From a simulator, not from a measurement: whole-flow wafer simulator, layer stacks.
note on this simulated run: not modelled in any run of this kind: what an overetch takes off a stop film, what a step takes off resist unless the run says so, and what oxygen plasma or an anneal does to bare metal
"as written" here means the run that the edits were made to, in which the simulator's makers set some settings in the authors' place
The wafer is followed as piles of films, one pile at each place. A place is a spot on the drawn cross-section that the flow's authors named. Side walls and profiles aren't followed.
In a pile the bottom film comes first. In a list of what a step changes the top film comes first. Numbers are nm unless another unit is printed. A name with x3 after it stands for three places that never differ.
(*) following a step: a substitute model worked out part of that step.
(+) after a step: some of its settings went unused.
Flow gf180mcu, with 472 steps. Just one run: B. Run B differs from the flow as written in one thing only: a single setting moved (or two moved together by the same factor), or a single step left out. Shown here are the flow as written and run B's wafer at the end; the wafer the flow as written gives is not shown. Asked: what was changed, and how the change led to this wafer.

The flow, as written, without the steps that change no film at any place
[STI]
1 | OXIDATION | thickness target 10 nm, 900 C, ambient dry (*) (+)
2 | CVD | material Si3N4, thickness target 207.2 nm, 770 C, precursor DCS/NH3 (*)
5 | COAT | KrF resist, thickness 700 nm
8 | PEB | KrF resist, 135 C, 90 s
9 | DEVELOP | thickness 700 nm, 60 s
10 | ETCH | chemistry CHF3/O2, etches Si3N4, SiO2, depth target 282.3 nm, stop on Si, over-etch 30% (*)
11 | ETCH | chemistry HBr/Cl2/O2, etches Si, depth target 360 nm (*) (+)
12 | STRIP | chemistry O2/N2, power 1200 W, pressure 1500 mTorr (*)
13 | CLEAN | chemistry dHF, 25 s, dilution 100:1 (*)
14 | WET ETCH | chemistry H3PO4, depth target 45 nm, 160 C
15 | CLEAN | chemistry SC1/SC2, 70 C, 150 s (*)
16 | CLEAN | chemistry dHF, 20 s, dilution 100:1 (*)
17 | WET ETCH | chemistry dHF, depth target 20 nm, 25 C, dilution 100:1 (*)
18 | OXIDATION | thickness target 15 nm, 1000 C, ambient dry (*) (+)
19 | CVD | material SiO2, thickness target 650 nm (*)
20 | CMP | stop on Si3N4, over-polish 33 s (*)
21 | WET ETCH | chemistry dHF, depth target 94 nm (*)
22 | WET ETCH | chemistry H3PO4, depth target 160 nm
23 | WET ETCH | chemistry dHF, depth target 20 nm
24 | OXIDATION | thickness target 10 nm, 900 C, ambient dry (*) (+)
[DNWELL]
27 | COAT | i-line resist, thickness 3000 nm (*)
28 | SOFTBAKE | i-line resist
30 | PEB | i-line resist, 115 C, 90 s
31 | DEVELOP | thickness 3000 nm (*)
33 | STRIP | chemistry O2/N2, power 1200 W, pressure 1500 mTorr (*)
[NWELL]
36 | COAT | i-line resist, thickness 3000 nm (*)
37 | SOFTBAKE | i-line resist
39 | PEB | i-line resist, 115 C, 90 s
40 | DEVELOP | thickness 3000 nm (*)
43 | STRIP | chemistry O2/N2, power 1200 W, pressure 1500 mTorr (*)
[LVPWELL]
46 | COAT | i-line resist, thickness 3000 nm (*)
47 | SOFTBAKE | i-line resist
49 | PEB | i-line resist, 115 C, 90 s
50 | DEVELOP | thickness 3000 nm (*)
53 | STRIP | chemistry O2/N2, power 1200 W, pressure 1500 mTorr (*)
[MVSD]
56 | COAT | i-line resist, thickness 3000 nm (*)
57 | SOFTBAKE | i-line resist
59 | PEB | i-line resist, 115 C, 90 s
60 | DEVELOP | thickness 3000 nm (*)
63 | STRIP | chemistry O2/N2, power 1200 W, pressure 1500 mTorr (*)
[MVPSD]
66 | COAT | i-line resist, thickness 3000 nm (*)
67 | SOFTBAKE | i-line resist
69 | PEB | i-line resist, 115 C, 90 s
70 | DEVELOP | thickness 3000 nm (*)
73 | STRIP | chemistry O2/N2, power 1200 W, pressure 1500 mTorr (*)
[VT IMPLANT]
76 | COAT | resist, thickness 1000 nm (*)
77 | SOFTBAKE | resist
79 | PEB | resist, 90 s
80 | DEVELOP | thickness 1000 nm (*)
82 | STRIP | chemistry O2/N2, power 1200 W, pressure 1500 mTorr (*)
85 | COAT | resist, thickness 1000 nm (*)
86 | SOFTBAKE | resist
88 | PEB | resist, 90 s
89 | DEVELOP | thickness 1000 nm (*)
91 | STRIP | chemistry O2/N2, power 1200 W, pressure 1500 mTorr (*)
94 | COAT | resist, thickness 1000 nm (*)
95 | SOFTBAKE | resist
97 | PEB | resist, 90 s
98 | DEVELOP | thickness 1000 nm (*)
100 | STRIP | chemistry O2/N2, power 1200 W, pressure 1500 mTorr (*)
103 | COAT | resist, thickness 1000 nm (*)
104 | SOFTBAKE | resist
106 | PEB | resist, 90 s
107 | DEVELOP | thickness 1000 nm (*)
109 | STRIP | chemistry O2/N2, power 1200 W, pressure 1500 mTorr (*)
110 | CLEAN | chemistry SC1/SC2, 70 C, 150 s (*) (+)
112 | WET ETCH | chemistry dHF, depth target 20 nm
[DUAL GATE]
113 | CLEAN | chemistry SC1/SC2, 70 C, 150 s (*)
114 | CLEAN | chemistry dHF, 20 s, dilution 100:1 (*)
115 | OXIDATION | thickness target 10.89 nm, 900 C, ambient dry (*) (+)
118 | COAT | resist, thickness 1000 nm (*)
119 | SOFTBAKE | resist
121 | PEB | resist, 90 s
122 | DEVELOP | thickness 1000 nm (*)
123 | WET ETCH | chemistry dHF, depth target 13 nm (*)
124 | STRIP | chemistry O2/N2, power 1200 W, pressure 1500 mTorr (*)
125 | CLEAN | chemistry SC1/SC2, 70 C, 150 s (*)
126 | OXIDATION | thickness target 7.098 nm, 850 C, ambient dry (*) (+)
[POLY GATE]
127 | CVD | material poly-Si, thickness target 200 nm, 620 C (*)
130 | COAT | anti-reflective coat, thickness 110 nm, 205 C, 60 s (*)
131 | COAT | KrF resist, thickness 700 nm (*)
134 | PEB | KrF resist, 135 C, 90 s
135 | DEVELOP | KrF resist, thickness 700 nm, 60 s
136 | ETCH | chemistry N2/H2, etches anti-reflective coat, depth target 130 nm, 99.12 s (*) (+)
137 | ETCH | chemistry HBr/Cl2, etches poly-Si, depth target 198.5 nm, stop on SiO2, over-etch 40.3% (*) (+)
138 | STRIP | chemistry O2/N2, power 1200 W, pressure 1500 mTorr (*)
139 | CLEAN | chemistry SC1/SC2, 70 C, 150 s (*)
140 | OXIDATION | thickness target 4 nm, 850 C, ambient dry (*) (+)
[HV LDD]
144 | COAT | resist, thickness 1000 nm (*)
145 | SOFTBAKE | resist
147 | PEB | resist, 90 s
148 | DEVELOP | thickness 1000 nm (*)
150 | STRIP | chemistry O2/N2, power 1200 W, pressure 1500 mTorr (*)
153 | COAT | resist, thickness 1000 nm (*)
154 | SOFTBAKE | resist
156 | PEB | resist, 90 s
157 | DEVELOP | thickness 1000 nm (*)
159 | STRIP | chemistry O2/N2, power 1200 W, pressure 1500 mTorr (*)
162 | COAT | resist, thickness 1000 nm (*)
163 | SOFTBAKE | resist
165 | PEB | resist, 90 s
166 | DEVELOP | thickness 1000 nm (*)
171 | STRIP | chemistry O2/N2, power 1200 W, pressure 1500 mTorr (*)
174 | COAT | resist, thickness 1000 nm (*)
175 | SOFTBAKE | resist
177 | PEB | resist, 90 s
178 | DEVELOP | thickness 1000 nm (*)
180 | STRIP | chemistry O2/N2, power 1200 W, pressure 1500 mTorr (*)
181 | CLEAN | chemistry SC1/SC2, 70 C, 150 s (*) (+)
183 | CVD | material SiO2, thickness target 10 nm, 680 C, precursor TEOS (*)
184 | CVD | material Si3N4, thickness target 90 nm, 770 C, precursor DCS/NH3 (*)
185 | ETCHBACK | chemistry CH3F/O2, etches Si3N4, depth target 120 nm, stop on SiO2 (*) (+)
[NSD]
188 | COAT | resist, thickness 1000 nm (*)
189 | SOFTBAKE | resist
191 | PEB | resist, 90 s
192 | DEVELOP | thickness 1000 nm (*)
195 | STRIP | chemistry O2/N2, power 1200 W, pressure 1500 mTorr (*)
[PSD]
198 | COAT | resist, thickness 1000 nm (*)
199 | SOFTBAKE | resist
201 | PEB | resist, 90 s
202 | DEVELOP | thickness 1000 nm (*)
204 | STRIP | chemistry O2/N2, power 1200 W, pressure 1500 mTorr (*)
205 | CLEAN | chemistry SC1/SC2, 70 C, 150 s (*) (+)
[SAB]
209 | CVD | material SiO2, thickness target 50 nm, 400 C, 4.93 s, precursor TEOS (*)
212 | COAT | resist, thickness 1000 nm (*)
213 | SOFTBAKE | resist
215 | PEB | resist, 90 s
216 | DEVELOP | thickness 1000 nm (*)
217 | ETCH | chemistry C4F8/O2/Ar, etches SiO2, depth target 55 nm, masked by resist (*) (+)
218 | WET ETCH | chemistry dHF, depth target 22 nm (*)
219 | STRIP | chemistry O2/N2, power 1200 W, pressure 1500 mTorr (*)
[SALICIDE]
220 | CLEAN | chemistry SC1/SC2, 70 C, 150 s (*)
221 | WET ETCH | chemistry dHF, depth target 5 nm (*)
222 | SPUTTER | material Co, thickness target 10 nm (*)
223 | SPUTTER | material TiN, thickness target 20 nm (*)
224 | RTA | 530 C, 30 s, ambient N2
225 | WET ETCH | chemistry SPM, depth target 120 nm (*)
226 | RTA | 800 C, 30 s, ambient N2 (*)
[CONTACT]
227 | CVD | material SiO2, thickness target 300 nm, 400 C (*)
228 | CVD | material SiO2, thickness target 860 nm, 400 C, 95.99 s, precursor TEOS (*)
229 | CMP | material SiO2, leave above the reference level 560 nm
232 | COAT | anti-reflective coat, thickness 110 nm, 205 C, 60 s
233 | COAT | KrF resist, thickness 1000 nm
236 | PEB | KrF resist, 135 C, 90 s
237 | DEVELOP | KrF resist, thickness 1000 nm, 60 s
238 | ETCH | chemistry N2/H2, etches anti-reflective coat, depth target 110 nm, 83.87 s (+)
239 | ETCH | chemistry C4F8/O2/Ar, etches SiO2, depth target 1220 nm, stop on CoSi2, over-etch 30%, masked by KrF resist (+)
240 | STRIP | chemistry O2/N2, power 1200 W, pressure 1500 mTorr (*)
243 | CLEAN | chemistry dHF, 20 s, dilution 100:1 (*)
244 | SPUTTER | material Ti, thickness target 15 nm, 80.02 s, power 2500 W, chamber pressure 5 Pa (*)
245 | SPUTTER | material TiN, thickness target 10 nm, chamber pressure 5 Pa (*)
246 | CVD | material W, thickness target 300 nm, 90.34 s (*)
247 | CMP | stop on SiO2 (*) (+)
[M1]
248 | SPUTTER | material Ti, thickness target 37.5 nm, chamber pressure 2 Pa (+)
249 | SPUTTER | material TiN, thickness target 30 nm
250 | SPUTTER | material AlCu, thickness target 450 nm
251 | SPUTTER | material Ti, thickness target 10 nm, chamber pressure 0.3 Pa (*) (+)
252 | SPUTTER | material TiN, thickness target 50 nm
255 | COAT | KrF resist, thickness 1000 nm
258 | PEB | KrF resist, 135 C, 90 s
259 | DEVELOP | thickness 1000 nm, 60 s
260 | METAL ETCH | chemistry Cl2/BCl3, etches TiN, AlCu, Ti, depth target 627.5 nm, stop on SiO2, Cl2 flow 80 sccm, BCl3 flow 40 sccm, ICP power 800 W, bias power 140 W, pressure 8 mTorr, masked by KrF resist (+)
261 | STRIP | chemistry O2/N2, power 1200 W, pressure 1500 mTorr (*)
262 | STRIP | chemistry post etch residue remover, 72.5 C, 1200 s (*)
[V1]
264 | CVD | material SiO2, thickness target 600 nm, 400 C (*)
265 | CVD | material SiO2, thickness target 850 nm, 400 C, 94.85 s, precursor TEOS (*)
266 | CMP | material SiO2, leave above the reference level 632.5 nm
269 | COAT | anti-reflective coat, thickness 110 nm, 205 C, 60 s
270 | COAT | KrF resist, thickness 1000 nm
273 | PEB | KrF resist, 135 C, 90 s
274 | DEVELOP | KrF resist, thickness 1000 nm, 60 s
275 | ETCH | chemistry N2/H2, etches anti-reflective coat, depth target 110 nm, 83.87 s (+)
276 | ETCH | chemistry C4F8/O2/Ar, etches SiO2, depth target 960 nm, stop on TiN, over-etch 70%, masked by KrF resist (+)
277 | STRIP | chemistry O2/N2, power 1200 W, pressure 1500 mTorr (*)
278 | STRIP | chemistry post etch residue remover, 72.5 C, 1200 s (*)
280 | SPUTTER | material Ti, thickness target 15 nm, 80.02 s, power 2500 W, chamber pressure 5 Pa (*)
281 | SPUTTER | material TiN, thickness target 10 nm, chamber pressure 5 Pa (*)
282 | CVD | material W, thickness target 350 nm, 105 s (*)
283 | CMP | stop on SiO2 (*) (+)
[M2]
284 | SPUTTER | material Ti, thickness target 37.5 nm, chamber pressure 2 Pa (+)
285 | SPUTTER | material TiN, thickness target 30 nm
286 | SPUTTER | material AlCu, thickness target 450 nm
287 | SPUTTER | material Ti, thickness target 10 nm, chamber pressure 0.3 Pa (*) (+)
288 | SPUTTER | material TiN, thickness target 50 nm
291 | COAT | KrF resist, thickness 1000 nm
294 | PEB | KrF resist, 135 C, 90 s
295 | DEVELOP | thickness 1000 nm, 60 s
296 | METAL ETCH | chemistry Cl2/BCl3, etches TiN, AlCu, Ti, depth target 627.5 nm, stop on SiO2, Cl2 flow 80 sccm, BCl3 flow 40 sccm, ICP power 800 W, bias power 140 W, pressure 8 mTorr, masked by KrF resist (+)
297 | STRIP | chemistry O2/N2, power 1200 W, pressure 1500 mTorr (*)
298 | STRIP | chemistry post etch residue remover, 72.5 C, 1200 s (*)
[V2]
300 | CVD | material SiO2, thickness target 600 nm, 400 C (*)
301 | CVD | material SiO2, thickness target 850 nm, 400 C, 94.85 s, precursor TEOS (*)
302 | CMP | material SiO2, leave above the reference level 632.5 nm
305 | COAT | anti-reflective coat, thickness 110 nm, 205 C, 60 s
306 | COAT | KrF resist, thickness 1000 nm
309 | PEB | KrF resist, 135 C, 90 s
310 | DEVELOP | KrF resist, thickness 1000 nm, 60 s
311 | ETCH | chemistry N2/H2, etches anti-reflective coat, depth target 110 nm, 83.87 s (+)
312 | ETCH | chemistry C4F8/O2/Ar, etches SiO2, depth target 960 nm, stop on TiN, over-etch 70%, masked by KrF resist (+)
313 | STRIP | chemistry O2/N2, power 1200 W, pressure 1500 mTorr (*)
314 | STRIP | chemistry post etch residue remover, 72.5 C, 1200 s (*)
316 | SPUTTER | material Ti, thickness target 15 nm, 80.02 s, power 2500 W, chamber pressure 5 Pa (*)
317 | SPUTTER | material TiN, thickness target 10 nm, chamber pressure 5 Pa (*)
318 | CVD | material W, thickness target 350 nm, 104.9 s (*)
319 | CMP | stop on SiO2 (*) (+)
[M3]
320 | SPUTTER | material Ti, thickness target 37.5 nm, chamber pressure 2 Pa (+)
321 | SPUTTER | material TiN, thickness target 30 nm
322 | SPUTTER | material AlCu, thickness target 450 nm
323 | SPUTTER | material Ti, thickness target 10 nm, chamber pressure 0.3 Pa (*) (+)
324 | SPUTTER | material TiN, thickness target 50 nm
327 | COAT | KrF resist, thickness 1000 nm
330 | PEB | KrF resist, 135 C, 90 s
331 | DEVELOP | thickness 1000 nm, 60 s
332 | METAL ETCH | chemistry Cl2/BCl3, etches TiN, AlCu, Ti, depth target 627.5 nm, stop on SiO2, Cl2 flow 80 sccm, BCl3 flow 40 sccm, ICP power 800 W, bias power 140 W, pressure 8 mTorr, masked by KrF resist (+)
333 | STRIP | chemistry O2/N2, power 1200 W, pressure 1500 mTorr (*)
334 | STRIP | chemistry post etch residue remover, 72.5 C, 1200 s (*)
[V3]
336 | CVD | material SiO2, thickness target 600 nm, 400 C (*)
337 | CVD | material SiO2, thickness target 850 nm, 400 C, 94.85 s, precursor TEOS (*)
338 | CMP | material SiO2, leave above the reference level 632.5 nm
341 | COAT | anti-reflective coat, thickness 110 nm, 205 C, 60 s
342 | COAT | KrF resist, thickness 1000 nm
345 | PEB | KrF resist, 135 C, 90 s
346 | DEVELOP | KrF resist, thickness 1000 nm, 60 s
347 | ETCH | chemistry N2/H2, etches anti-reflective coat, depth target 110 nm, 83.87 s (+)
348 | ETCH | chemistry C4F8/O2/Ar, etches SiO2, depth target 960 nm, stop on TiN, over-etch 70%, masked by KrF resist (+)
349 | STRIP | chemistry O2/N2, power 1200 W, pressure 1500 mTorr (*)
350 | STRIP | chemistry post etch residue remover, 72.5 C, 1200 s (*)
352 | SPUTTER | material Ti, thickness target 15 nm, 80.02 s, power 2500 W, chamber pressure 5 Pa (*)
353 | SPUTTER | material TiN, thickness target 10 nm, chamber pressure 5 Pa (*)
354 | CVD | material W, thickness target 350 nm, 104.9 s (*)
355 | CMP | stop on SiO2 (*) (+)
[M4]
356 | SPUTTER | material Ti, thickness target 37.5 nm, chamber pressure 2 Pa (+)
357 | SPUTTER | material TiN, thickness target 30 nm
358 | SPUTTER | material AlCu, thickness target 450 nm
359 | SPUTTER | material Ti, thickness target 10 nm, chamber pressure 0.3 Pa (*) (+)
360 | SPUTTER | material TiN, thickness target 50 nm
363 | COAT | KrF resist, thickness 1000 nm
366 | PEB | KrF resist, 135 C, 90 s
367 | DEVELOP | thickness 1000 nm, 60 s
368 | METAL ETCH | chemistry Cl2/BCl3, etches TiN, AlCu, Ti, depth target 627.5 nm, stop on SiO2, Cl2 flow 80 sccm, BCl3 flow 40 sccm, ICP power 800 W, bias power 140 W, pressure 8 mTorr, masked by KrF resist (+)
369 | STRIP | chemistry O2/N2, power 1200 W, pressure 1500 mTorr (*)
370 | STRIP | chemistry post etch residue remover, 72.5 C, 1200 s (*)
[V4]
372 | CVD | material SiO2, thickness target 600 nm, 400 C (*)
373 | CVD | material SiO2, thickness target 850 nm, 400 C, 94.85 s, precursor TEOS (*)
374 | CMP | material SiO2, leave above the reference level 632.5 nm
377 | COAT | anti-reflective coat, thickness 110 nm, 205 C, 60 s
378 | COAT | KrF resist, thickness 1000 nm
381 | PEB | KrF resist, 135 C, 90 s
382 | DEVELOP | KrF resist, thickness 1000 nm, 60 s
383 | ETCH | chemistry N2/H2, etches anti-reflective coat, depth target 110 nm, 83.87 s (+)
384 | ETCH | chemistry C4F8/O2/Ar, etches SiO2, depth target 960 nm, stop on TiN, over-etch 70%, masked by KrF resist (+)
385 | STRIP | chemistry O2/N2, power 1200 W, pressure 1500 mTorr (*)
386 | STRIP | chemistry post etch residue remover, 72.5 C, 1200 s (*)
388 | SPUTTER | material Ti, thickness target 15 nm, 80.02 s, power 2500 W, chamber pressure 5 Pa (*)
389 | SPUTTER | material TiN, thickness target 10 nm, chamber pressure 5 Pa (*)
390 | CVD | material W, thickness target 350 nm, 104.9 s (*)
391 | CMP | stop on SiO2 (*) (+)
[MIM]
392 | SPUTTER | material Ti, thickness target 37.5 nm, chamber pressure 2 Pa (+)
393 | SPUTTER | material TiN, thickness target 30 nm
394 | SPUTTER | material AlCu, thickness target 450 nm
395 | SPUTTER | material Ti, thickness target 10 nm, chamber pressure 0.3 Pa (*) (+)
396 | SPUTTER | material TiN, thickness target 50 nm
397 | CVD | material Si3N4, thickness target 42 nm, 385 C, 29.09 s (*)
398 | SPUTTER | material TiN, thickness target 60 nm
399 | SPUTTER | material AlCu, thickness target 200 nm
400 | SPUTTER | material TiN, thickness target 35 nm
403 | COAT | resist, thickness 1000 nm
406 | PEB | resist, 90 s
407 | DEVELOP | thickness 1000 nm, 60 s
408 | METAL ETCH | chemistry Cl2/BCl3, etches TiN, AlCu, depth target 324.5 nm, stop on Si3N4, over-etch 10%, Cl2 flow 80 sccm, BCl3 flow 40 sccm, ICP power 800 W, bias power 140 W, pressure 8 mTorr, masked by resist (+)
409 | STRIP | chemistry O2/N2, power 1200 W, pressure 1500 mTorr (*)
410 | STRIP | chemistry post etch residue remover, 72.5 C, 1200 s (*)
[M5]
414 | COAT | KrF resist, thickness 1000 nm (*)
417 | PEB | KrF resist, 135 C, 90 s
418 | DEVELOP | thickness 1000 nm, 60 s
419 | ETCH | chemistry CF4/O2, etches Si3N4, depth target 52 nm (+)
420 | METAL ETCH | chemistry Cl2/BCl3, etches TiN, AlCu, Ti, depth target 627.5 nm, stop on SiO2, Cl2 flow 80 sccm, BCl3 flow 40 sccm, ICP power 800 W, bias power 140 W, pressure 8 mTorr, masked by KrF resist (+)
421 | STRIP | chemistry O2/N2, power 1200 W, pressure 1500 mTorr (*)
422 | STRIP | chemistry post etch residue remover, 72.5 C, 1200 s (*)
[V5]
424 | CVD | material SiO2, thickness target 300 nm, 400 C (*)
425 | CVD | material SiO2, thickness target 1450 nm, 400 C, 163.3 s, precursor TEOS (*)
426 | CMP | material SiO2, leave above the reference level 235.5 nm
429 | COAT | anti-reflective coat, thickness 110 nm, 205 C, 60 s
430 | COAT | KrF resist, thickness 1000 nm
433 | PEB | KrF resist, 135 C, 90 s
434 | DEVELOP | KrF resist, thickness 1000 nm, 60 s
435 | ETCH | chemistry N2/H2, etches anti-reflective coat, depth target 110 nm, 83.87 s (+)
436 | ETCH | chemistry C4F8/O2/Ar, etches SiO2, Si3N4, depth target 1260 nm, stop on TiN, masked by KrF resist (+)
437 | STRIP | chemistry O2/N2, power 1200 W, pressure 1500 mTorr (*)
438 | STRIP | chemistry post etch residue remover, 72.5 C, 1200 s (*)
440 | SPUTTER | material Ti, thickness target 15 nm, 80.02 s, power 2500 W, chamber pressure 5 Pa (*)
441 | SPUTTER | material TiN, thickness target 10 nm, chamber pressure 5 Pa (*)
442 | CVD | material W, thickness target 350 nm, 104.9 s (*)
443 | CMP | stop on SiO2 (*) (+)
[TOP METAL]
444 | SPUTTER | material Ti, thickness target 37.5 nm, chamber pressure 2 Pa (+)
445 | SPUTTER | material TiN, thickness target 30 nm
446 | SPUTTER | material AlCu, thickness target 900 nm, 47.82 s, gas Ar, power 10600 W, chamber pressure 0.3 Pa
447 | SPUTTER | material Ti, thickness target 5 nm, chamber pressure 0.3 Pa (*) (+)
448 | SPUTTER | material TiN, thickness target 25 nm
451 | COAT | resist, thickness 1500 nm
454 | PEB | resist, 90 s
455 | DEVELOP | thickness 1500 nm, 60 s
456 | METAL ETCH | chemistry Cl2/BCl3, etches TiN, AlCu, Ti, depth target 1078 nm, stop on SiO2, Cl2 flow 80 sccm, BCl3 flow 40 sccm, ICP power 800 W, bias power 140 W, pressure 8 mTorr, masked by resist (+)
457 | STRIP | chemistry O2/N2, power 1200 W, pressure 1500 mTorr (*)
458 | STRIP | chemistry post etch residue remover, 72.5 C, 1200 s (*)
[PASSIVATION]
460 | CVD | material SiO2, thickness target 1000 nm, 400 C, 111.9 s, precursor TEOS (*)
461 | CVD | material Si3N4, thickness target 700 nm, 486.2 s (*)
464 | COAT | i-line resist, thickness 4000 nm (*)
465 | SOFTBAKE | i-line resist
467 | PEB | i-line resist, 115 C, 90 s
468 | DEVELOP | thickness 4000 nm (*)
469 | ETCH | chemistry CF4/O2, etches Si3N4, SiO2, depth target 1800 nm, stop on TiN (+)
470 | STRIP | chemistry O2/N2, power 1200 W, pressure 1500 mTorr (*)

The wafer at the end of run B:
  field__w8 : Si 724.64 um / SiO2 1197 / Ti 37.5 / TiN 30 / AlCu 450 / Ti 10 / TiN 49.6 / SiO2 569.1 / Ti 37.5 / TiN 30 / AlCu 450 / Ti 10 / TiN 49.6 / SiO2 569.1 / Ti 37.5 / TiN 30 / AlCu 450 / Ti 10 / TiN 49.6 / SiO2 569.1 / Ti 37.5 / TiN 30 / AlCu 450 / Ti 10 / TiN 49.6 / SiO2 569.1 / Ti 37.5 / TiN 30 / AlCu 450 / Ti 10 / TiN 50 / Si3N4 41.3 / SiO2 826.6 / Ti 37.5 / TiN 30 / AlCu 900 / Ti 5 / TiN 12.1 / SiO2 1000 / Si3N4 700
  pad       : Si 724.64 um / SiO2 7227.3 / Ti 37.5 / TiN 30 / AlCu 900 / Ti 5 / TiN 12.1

The reason: step 448, SPUTTER: thickness target 12.5 nm was run, though the flow has thickness target 25 nm.

The path from the change to this, step by step:
  448 | SPUTTER | material TiN, thickness target 25 nm
      field, field__w1, field__w2 and 109 more: TiN gains 12.5 (new film) (in the flow as written it would be: TiN gains 25 (new film))
  456 | METAL ETCH | chemistry Cl2/BCl3, etches TiN, AlCu, Ti, depth target 1078 nm, stop on SiO2, Cl2 flow 80 sccm, BCl3 flow 40 sccm, ICP power 800 W, bias power 140 W, pressure 8 mTorr, masked by resist (+)
      field, field__w1, field__w2 and 103 more: TiN loses 12.5 (all of it), Ti loses 5 (all of it), AlCu loses 900 (all of it), TiN loses 30 (all of it), Ti loses 37.5 (all of it) (in the flow as written it would be: TiN loses 25 (all of it), Ti loses 5 (all of it), AlCu loses 900 (all of it), TiN loses 30 (all of it), Ti loses 37.5 (all of it))
  465 | SOFTBAKE | i-line resist
      active_hv: i-line resist gains 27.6 (in the flow as written it would be: i-line resist gains 28.2)
      gate_p_hv5: i-line resist loses 47.3 (in the flow as written it would be: i-line resist loses 48.3)
